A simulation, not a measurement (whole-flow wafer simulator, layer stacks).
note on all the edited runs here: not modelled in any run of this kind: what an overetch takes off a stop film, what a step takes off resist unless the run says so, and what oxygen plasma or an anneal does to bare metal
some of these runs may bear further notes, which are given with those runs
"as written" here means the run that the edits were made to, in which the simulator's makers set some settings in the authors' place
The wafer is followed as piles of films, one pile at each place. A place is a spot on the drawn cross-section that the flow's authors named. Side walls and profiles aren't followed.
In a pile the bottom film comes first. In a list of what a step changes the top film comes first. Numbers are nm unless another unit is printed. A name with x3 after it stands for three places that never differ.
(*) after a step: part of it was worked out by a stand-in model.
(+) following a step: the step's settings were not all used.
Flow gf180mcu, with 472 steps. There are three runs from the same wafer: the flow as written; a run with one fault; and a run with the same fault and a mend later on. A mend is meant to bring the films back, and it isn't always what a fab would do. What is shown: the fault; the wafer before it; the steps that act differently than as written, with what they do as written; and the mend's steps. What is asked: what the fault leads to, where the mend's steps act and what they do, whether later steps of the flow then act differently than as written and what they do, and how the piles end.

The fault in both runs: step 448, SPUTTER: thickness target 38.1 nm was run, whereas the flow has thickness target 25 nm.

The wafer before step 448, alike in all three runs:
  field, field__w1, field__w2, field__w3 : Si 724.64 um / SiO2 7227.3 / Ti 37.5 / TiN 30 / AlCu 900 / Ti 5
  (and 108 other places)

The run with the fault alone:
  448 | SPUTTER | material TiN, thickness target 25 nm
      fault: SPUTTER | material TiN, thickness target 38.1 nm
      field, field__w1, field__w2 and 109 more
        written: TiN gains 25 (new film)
        fault: TiN gains 38.1 (new film)
  Steps further on in the flow that do not act as written (not shown: 4 more steps that differ only slightly, by at most 2% or 0.5 nm, whichever is larger):
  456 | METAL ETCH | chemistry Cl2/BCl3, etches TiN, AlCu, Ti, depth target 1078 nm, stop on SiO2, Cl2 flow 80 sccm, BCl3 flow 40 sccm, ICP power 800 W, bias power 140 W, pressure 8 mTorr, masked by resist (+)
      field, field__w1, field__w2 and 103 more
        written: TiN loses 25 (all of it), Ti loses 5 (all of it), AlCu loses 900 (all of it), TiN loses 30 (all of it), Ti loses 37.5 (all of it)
        fault: TiN loses 38.1 (all of it), Ti loses 5 (all of it), AlCu loses 900 (all of it), TiN loses 30 (all of it), Ti loses 37.5 (all of it)
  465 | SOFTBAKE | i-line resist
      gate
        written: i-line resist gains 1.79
        fault: i-line resist loses 0.27
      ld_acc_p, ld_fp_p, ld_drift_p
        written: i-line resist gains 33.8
        fault: i-line resist gains 27.4
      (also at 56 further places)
  At field__w8, contact, m1, m1__w1, pad, m1_nw, the piles at the end differ from the flow's by more than 2% or 0.5 nm, whichever is larger.
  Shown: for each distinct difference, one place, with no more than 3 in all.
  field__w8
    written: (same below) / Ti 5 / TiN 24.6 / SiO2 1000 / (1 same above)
    fault: (same below) / Ti 5 / TiN 37.7 / SiO2 1000 / (1 same above)
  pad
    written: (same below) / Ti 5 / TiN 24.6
    fault: (same below) / Ti 5 / TiN 37.7

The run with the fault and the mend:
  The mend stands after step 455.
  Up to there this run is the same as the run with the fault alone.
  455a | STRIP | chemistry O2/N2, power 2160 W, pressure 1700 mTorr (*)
      field__w8, contact, m1, m1__w1, pad, m1_nw
        resist loses 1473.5 (all of it)
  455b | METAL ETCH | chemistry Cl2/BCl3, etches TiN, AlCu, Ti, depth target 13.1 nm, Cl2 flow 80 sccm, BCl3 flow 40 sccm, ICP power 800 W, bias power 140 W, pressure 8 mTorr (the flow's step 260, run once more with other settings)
      field, field__w1, field__w2 and 109 more
        TiN loses 13.1
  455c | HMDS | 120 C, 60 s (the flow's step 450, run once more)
      leaves every film unchanged at each place that is followed
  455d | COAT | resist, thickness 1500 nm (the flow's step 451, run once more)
      field, field__w1, field__w2 and 109 more
        resist gains 1500 (new film)
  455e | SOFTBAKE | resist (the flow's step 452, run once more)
      leaves every film unchanged at each place that is followed
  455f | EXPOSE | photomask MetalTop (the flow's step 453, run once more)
      leaves every film unchanged at each place that is followed
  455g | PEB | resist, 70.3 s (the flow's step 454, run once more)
      field, field__w1, field__w2 and 109 more
        resist loses 26.5
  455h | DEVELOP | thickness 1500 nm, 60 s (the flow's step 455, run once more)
      field, field__w1, field__w2 and 103 more
        resist loses 1473.5 (all of it)
  None of the later steps of the flow acts differently than as written at any place that is followed.
  The piles end the same as the flow's at every place that both follow.
